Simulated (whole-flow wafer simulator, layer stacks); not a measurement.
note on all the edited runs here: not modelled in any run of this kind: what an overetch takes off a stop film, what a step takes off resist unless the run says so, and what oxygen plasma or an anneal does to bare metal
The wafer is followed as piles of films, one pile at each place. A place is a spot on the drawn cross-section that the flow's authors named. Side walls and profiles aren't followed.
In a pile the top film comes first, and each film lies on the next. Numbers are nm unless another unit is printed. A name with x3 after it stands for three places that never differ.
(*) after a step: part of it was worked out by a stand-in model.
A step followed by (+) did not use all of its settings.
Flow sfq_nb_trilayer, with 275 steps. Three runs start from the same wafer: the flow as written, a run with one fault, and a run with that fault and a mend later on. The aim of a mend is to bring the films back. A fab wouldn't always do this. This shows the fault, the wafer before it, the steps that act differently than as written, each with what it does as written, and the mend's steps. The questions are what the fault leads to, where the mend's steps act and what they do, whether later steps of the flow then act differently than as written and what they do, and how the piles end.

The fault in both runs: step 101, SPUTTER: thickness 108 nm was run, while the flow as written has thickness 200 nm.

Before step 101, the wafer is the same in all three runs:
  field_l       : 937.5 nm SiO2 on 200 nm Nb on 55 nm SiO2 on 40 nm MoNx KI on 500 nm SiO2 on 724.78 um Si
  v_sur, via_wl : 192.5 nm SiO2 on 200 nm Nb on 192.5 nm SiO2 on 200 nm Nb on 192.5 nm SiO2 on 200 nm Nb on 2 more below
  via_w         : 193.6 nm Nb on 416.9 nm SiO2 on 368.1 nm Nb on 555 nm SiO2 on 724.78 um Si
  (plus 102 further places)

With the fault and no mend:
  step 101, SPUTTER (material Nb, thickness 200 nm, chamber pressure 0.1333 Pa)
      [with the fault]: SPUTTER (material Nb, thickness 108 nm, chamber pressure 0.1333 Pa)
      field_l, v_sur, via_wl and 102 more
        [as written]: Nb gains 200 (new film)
        [with the fault]: Nb gains 108 (new film)
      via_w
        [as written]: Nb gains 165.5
        [with the fault]: Nb gains 89
  Steps later in the flow that act otherwise than as written (not shown: 4 more steps that differ only slightly, by at most 2% or 0.5 nm, whichever is larger):
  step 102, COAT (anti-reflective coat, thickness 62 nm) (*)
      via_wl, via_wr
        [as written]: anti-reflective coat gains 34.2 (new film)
        [with the fault]: anti-reflective coat gains 32.8 (new film)
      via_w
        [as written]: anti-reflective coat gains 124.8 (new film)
        [with the fault]: anti-reflective coat gains 120.2 (new film)
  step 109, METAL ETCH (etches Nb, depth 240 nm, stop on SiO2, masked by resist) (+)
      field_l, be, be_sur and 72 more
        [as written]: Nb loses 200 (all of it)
        [with the fault]: Nb loses 108 (all of it)
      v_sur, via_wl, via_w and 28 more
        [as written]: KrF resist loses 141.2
        [with the fault]: KrF resist loses 95.3
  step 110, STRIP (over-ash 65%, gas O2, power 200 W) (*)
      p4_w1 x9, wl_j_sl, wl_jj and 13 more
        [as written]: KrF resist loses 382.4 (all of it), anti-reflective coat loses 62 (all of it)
        [with the fault]: KrF resist loses 428.3 (all of it), anti-reflective coat loses 62 (all of it)
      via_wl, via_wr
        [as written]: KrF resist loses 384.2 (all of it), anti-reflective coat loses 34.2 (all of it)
        [with the fault]: KrF resist loses 432.5 (all of it), anti-reflective coat loses 32.8 (all of it)
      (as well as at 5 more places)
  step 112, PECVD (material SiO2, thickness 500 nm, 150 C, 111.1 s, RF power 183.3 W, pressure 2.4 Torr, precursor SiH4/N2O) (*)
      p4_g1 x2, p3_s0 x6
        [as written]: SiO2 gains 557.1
        [with the fault]: SiO2 gains 500
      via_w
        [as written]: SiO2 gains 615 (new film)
        [with the fault]: SiO2 gains 589.5 (new film)
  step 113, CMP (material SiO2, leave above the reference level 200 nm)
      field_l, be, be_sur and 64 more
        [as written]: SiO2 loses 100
        [with the fault]: SiO2 loses 192
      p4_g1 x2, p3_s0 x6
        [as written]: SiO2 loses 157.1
        [with the fault]: SiO2 loses 192
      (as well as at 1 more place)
  At field_l, v_sur, via_wl and 103 more, the piles at the end differ from the flow's by more than 2% or 0.5 nm, whichever is larger.
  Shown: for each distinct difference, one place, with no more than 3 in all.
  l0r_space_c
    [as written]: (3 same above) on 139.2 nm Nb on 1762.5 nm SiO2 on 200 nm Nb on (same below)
    [with the fault]: (3 same above) on 139.2 nm Nb on 1670.5 nm SiO2 on 200 nm Nb on (same below)
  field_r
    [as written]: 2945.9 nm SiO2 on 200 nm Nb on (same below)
    [with the fault]: 2853.9 nm SiO2 on 200 nm Nb on (same below)
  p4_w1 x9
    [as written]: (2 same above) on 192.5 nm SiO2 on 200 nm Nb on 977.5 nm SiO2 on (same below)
    [with the fault]: (2 same above) on 192.5 nm SiO2 on 108 nm Nb on 977.5 nm SiO2 on (same below)

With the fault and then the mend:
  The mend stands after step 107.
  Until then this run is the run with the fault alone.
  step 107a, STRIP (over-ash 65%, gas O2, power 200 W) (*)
      p4_fl x3, p4_g1 x2, p3_s0 x6 and 42 more
        anti-reflective coat loses 62 (all of it)
      p4_w1 x9, wl_j_sl, wl_jj and 13 more
        KrF resist loses 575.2 (all of it), anti-reflective coat loses 62 (all of it)
      r_sur, res, r_end and 9 more
        anti-reflective coat loses 61.8 (all of it)
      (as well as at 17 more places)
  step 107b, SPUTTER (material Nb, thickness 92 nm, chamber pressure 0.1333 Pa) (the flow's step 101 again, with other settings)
      field_l, v_sur, via_wl and 102 more
        Nb gains 92
      via_w
        Nb gains 74.7
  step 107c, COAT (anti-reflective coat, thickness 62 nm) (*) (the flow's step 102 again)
      p4_fl x3, p4_w1 x9, p4_g1 x2 and 63 more
        anti-reflective coat gains 62 (new film)
      r_sur, res, r_end and 9 more
        anti-reflective coat gains 61.8 (new film)
      jj_sur, ce_l, c5j, ce_r, sp_r, be_r
        anti-reflective coat gains 61.7 (new film)
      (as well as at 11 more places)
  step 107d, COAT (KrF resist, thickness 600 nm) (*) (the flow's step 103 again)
      p4_fl x3, p4_w1 x9, p4_g1 x2 and 63 more
        KrF resist gains 600 (new film)
      r_end, moat, field_r, lsp_l, l0_sur
        KrF resist gains 599.4 (new film)
      be_r, r_sur, res, l0v
        KrF resist gains 599.3 (new film)
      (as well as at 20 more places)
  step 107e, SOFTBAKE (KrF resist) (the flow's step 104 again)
      alters no film at any place that is followed
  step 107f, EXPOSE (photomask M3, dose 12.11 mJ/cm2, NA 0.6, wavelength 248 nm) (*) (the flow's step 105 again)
      alters no film at any place that is followed
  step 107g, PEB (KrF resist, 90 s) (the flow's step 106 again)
      wire, be, be_sur and 96 more
        KrF resist loses 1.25
      field_l, via_v
        KrF resist loses 1.24
      via_wl, via_wr
        KrF resist loses 1.26
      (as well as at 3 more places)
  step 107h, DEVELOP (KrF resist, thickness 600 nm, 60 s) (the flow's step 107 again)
      p4_fl x3, p4_g1 x2, p3_s0 x6 and 42 more
        KrF resist loses 598.7 (all of it)
      v_sur, via_wl, via_w and 28 more
        KrF resist loses 23.5
      moat, field_r, lsp_l, ln_m5, lsp_m, ln_m6, lsp_r, l0_sur
        KrF resist loses 598.2 (all of it)
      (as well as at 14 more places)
  Later steps of the flow that are run all act as written at every place that is followed, up to a difference of at most 2% or 0.5 nm, whichever is larger.
  The piles end only slightly different from the flow's at the places that both follow, by no more than 2% or 0.5 nm, whichever is larger.
